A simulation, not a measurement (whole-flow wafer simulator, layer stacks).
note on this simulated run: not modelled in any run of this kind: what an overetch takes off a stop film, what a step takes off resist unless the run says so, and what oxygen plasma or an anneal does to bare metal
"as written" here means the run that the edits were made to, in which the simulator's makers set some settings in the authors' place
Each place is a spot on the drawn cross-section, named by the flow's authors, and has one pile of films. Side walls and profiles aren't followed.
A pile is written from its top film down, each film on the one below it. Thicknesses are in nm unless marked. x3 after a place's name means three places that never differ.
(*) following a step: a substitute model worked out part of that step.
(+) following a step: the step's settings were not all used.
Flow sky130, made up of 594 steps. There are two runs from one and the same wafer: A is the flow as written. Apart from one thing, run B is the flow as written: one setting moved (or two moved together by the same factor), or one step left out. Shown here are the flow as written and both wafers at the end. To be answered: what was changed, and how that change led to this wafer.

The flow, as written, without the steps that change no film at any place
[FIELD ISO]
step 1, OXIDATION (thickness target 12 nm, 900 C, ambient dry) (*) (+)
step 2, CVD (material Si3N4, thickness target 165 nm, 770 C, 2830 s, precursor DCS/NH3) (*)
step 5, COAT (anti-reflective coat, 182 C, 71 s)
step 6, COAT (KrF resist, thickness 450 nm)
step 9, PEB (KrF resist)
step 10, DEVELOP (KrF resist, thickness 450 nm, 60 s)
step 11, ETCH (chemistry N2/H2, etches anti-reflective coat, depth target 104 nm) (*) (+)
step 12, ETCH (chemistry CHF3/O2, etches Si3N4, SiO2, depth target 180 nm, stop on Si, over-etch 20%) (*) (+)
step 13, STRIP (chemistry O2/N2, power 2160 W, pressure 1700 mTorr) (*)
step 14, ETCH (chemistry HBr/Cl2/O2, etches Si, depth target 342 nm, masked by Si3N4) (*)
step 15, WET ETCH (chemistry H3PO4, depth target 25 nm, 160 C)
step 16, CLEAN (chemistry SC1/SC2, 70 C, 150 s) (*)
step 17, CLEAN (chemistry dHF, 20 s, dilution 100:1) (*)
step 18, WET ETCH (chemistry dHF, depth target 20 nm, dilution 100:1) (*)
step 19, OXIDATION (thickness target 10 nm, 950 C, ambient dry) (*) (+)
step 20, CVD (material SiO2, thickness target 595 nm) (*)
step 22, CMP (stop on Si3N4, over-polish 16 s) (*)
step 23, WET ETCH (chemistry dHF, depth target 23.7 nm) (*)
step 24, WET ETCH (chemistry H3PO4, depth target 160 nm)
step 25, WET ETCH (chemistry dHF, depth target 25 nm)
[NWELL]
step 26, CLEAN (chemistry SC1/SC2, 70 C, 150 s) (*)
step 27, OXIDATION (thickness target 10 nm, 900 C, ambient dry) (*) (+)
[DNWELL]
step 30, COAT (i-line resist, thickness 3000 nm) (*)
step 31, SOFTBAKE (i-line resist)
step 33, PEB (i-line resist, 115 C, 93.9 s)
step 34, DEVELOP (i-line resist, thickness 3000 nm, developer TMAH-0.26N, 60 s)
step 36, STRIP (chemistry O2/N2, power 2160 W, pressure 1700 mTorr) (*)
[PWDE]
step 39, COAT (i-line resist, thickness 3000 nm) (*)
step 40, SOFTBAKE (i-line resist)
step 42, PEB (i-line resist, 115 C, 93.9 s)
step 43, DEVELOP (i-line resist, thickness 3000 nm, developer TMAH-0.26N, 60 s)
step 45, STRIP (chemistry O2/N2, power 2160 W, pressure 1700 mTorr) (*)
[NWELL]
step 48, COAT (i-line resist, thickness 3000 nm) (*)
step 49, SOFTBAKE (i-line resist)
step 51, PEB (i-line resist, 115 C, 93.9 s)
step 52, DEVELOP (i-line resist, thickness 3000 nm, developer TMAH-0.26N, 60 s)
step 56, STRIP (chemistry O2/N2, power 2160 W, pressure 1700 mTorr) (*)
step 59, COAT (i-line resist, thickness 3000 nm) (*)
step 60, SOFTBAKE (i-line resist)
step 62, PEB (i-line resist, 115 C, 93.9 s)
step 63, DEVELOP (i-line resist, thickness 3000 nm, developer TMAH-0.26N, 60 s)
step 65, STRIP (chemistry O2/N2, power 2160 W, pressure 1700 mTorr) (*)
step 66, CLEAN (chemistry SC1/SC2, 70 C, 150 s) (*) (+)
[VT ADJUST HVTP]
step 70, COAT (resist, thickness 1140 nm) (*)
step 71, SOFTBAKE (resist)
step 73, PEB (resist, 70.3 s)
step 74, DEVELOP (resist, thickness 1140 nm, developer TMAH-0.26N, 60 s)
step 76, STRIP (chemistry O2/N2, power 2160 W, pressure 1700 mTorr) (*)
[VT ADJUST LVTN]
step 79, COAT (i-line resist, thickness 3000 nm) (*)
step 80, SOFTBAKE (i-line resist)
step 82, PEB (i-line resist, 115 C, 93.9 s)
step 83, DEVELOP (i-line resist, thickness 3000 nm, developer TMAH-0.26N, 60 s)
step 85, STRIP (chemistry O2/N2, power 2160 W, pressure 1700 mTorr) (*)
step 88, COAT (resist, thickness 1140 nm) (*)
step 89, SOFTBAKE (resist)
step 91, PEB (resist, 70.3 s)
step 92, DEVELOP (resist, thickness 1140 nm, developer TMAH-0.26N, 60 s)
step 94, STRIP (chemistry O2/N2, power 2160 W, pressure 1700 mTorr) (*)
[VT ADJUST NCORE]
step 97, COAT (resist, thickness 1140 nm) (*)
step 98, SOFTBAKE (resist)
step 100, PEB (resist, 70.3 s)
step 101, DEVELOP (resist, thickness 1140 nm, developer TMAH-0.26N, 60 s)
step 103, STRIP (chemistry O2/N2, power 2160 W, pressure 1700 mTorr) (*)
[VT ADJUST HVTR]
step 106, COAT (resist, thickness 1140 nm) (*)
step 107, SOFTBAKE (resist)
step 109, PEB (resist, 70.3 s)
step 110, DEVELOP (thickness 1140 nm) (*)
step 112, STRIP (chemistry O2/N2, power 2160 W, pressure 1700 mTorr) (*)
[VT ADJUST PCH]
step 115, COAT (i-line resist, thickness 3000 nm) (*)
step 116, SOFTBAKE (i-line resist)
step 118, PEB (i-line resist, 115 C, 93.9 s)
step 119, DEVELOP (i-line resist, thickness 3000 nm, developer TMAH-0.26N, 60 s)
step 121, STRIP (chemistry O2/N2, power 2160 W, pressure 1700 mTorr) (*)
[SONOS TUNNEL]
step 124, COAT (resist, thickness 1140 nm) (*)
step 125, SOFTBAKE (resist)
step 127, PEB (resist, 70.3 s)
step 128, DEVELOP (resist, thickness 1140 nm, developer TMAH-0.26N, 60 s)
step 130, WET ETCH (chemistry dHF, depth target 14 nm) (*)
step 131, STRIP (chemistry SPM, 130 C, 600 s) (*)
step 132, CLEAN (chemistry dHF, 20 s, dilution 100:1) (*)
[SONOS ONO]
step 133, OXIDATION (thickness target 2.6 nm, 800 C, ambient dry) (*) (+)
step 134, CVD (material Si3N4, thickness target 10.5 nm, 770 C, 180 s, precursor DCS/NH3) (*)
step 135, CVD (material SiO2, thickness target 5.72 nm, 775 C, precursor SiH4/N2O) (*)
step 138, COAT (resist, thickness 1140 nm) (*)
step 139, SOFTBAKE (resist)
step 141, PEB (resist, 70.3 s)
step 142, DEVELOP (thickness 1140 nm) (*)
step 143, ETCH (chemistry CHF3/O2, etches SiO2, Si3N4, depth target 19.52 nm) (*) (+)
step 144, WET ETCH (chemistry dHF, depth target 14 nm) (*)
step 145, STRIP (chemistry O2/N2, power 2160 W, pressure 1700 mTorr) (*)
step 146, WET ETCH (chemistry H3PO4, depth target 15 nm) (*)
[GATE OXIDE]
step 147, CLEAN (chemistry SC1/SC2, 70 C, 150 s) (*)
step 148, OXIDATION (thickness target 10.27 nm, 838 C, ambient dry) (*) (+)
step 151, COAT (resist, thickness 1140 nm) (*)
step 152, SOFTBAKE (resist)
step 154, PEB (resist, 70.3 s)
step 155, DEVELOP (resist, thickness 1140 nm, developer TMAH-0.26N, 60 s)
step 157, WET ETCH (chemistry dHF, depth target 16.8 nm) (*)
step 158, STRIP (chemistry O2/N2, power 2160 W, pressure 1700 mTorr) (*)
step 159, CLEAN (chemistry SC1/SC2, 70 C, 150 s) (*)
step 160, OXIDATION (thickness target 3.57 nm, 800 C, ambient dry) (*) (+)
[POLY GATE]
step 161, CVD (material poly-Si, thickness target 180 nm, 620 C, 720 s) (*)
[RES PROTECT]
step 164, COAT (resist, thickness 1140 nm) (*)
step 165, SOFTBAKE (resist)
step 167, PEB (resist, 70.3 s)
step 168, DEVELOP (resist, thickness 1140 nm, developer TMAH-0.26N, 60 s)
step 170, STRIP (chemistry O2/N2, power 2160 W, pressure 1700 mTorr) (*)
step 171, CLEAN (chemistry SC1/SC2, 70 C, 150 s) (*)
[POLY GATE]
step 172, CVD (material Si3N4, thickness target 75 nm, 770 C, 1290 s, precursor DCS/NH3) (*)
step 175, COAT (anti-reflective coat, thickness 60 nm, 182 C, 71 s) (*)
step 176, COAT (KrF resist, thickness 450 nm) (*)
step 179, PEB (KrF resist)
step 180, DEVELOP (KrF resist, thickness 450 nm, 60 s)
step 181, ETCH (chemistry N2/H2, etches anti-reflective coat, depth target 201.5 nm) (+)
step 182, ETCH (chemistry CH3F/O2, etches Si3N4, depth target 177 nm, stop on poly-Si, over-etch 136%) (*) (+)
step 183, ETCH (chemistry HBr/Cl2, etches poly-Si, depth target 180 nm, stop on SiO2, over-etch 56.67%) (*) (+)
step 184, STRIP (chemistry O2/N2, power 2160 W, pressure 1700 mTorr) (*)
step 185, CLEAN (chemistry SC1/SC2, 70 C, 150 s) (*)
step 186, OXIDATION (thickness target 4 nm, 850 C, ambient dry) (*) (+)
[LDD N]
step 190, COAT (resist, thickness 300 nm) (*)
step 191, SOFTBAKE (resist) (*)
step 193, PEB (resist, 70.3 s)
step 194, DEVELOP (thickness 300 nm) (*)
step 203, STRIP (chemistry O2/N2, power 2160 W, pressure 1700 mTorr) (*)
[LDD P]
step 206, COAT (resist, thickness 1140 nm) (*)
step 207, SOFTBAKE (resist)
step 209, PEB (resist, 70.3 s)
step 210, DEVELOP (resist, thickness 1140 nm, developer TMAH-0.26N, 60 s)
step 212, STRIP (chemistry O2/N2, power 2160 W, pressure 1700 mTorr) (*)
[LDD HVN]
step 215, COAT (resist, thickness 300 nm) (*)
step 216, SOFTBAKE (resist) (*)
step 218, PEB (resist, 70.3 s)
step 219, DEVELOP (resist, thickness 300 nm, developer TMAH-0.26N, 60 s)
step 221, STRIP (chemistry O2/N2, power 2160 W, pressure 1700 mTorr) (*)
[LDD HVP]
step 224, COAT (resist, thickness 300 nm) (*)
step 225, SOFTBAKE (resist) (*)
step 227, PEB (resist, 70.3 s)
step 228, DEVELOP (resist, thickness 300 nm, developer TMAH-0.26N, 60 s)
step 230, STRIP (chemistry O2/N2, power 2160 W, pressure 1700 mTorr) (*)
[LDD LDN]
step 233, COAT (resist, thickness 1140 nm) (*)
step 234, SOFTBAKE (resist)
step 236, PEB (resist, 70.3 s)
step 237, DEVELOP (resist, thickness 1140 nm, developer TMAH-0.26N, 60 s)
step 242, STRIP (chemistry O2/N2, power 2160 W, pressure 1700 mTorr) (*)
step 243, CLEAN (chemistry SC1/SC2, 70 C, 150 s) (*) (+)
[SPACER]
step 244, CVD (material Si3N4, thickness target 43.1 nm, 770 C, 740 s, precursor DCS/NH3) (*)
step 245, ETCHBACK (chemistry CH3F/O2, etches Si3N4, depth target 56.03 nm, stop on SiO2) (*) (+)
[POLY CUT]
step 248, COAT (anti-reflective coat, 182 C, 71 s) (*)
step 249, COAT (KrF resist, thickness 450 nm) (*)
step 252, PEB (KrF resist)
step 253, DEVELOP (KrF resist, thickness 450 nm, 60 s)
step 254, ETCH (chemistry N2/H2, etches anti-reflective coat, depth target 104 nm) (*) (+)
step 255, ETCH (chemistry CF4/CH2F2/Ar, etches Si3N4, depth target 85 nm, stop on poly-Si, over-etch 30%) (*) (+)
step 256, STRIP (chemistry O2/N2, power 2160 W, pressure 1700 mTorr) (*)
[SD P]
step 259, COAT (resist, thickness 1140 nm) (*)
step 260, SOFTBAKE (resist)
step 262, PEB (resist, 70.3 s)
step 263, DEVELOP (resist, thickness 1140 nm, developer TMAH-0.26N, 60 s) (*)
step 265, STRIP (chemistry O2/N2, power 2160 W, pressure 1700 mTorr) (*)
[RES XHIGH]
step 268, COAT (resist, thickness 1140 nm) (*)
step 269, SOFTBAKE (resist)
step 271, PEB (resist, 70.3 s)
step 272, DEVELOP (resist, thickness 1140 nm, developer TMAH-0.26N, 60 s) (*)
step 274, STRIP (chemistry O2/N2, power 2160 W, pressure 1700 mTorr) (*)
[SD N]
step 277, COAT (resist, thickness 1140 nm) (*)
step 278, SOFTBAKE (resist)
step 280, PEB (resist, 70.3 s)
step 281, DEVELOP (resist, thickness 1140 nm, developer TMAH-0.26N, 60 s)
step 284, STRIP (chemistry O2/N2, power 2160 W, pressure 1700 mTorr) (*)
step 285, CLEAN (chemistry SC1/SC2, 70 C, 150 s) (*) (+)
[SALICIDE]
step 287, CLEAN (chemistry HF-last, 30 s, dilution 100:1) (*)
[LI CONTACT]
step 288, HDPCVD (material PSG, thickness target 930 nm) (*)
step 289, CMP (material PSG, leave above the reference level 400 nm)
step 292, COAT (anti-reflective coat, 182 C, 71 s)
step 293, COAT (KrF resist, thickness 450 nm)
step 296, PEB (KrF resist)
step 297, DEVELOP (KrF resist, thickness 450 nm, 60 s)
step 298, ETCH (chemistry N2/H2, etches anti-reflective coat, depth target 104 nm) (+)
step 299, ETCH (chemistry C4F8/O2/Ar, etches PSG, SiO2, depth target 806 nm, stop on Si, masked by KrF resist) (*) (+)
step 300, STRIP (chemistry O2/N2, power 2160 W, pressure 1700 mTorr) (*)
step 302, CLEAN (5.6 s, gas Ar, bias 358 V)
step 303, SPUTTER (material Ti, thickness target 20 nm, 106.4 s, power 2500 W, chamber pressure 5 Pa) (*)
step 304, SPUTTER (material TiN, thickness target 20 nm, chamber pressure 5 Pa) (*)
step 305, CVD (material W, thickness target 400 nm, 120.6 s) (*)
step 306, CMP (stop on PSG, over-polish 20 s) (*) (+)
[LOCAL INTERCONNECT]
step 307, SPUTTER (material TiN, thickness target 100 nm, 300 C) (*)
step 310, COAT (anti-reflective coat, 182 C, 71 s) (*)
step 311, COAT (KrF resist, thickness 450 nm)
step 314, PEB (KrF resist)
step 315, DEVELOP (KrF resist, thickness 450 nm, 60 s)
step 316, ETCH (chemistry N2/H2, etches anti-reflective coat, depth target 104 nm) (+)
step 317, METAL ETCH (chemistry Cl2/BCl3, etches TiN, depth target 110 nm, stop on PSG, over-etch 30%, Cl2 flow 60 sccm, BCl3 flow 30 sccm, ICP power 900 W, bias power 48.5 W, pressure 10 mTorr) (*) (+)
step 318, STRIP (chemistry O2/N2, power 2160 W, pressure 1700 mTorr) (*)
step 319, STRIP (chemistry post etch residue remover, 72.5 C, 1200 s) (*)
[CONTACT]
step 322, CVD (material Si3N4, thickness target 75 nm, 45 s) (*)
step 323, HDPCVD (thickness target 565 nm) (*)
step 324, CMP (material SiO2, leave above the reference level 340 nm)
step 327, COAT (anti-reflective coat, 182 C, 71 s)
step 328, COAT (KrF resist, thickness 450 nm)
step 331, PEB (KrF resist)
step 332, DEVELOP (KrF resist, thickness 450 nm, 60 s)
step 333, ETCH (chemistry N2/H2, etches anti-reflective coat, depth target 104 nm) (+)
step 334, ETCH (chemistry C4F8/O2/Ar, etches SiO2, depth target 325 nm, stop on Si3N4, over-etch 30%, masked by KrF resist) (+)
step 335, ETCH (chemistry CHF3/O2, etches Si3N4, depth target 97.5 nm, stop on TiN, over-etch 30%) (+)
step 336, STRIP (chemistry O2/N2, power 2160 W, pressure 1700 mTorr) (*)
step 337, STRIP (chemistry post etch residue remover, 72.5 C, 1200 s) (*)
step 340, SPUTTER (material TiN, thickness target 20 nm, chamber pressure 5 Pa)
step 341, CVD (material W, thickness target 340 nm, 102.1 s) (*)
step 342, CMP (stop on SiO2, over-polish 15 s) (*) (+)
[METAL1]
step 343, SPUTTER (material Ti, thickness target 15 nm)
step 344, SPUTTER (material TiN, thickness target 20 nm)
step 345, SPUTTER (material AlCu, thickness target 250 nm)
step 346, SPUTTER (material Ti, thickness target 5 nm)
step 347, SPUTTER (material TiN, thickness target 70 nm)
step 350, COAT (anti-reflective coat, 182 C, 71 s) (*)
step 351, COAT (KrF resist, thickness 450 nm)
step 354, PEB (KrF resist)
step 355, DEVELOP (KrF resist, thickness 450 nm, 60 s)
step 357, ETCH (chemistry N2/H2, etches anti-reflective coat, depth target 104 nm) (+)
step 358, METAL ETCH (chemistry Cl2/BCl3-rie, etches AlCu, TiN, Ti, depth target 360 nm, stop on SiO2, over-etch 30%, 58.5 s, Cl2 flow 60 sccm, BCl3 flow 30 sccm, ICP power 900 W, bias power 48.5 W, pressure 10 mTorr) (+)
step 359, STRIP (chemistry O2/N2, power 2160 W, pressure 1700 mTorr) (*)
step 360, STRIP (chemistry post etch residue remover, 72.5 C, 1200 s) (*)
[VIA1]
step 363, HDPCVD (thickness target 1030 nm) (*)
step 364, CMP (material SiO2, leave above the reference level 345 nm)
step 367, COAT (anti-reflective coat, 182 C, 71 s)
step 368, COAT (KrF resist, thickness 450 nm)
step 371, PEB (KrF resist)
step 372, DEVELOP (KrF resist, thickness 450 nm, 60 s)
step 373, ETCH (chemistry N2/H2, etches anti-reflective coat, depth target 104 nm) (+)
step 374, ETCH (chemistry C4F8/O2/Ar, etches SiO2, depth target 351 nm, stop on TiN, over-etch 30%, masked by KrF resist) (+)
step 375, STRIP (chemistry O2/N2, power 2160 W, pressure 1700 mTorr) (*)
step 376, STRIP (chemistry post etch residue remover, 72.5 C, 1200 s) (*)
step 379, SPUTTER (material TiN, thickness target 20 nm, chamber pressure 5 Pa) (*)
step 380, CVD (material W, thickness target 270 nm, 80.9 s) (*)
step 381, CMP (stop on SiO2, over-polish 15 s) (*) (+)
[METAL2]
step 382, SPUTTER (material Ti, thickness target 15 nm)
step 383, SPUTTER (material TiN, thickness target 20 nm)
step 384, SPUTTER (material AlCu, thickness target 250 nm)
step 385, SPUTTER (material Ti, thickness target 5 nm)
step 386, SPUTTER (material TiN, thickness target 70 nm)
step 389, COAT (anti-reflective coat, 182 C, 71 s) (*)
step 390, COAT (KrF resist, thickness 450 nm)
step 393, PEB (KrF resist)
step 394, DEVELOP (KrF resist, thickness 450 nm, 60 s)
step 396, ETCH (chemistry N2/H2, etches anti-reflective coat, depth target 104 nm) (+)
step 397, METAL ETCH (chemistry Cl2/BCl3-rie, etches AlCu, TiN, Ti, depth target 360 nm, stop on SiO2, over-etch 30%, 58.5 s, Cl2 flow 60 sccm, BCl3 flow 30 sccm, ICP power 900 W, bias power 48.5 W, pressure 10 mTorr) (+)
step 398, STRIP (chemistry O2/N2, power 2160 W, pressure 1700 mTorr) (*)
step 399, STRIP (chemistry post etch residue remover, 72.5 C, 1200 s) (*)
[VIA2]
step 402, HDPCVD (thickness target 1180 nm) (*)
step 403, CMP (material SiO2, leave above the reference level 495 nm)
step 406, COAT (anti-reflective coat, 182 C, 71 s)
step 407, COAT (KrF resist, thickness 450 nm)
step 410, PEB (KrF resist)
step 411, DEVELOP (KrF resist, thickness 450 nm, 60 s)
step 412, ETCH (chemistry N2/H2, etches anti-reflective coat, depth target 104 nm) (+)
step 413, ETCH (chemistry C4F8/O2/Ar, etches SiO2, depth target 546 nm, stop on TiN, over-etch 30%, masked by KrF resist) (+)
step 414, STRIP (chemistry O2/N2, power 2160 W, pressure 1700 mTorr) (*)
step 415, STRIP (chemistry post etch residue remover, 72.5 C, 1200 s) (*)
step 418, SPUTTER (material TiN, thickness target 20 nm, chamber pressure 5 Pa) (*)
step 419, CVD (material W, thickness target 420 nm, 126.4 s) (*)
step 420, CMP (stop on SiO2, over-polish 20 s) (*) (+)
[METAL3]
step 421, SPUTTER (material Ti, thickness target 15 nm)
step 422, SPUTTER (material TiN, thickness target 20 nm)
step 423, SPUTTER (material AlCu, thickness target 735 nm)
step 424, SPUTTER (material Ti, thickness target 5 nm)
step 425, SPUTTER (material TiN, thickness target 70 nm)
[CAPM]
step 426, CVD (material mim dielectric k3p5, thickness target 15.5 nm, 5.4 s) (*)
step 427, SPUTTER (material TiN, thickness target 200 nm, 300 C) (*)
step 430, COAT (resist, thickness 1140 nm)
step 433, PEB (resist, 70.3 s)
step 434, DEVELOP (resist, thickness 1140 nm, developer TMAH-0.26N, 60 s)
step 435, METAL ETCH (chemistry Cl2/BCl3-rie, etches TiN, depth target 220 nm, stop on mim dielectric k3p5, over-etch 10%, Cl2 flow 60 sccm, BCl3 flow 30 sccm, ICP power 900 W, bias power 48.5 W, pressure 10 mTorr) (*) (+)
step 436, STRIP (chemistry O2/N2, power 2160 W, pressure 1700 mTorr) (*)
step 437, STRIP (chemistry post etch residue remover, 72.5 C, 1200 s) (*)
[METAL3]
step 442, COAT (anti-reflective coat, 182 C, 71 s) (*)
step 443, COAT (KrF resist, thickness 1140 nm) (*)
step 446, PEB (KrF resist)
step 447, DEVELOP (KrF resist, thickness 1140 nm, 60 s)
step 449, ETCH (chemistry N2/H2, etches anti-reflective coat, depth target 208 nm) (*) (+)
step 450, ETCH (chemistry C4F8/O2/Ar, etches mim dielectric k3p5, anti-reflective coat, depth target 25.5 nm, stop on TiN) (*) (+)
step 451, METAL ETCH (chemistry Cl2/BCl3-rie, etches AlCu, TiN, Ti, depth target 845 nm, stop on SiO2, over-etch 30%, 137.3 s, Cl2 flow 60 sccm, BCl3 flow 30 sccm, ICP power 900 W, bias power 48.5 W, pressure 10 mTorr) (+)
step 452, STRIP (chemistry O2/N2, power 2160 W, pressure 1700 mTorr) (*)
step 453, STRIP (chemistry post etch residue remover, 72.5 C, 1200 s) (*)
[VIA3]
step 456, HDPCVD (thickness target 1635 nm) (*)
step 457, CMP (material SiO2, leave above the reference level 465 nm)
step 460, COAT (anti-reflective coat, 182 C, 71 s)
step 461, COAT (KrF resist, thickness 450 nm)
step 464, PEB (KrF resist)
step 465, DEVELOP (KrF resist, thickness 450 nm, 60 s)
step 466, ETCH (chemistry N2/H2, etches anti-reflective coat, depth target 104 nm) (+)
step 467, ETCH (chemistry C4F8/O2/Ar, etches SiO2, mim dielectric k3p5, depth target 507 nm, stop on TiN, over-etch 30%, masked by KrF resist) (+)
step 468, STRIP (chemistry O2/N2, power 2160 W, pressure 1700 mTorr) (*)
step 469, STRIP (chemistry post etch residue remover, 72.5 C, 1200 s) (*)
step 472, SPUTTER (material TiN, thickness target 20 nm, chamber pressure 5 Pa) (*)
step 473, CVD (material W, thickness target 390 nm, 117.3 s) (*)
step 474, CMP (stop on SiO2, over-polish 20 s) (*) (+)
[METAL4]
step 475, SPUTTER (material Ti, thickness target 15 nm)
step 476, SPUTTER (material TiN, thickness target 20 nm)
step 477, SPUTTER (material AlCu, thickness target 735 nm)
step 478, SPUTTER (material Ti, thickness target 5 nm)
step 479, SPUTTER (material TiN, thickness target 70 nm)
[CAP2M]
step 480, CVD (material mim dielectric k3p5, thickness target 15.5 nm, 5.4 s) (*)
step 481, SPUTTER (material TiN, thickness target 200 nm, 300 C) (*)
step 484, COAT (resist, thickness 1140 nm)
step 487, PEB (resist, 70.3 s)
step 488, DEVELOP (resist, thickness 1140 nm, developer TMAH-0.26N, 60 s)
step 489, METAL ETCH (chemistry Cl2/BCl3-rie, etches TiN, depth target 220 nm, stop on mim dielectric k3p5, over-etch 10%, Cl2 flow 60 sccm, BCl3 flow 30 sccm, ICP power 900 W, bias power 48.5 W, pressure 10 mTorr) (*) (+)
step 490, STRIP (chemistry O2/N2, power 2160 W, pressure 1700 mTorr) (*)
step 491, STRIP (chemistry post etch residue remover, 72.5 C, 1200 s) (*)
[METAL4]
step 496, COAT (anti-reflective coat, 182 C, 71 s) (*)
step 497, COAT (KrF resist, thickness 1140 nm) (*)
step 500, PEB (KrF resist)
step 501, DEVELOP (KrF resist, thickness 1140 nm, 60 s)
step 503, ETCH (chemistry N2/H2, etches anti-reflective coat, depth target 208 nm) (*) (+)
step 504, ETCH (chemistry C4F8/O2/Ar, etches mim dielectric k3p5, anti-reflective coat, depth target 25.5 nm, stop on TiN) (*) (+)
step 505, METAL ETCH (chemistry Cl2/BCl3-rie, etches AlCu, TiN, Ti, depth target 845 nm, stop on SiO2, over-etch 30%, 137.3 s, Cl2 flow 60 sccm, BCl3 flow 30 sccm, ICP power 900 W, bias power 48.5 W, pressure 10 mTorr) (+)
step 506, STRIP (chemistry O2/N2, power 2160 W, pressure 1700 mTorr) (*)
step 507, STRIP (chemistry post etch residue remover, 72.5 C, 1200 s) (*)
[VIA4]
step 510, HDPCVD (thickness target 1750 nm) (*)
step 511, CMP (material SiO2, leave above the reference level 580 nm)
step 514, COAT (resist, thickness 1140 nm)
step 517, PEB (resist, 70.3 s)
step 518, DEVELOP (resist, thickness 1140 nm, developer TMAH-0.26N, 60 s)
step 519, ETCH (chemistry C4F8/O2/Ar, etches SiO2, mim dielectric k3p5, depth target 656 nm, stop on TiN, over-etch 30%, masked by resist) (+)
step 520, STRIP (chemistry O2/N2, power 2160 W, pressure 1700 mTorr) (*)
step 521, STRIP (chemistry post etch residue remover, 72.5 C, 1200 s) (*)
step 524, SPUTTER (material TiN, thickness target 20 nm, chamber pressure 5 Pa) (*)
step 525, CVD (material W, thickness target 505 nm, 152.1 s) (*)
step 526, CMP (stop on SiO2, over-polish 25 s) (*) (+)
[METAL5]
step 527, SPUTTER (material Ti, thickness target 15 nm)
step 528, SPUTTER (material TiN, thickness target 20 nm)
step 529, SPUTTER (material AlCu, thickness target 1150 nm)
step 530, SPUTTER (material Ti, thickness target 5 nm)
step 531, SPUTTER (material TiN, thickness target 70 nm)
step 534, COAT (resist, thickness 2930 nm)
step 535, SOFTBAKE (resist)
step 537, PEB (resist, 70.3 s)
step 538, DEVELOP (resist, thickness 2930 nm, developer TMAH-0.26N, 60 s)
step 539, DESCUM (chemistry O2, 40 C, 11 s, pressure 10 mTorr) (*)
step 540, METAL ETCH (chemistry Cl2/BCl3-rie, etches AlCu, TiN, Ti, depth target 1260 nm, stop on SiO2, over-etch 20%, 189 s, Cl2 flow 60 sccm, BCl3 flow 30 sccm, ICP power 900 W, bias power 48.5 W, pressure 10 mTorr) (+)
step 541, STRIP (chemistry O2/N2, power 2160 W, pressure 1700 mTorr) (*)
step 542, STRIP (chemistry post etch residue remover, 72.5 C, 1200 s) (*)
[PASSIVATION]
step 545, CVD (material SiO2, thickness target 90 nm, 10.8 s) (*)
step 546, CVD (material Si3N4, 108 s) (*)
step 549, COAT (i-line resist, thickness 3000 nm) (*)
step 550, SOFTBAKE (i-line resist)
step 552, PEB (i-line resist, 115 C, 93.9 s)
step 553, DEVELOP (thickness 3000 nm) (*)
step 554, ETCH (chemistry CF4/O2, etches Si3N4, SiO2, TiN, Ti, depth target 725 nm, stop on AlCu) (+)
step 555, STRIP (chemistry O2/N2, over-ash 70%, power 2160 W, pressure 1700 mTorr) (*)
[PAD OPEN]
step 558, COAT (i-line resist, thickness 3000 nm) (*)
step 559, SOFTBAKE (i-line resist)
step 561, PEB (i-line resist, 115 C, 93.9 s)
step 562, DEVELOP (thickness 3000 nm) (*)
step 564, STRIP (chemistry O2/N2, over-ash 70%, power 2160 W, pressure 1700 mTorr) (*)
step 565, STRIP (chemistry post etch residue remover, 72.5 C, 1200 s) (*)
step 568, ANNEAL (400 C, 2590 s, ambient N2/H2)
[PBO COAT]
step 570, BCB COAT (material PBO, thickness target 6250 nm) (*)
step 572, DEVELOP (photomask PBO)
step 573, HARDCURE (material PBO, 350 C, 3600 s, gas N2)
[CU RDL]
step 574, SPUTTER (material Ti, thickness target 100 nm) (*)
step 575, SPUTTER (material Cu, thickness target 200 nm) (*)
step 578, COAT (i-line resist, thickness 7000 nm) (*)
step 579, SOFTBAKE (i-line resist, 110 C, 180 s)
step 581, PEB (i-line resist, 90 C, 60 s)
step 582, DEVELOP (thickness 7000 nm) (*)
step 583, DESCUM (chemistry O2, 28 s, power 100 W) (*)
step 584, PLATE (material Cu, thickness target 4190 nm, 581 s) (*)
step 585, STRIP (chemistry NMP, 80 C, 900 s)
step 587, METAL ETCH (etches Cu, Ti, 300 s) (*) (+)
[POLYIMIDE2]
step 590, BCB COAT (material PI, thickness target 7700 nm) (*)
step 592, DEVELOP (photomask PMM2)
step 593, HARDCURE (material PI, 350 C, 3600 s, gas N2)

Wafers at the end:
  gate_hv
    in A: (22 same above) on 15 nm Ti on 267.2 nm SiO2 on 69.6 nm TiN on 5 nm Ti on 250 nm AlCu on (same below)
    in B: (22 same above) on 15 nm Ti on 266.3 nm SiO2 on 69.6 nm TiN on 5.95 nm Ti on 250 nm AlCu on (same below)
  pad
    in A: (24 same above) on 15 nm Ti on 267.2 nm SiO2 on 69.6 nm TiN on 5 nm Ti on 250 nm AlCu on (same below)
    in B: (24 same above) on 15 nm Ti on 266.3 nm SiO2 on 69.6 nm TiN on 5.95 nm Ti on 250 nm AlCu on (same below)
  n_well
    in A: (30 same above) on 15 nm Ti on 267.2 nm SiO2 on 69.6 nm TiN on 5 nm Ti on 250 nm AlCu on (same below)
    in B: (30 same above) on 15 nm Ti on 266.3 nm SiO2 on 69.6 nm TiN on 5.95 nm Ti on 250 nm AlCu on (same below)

What caused this: step 346, SPUTTER: thickness target 5.95 nm was run, whereas the flow has thickness target 5 nm.
The wafer itself shows it: gate_hv has Ti 5.95, and step 346 as written asks for 5 nm.

The path from the change to this, step by step:
  step 346, SPUTTER (material Ti, thickness target 5 nm)
      field, active, n_well and 188 more: A +5 Ti (new film) | B +5.95 Ti (new film)
  step 358, METAL ETCH (chemistry Cl2/BCl3-rie, etches AlCu, TiN, Ti, depth target 360 nm, stop on SiO2, over-etch 30%, 58.5 s, Cl2 flow 60 sccm, BCl3 flow 30 sccm, ICP power 900 W, bias power 48.5 W, pressure 10 mTorr) (+)
      field, active, gate and 81 more: A -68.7 TiN (all of it), -5 Ti (all of it), -250 AlCu (all of it), -20 TiN (all of it), -15 Ti (all of it), -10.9 SiO2 | B -68.7 TiN (all of it), -5.95 Ti (all of it), -250 AlCu (all of it), -20 TiN (all of it), -15 Ti (all of it), -10.8 SiO2
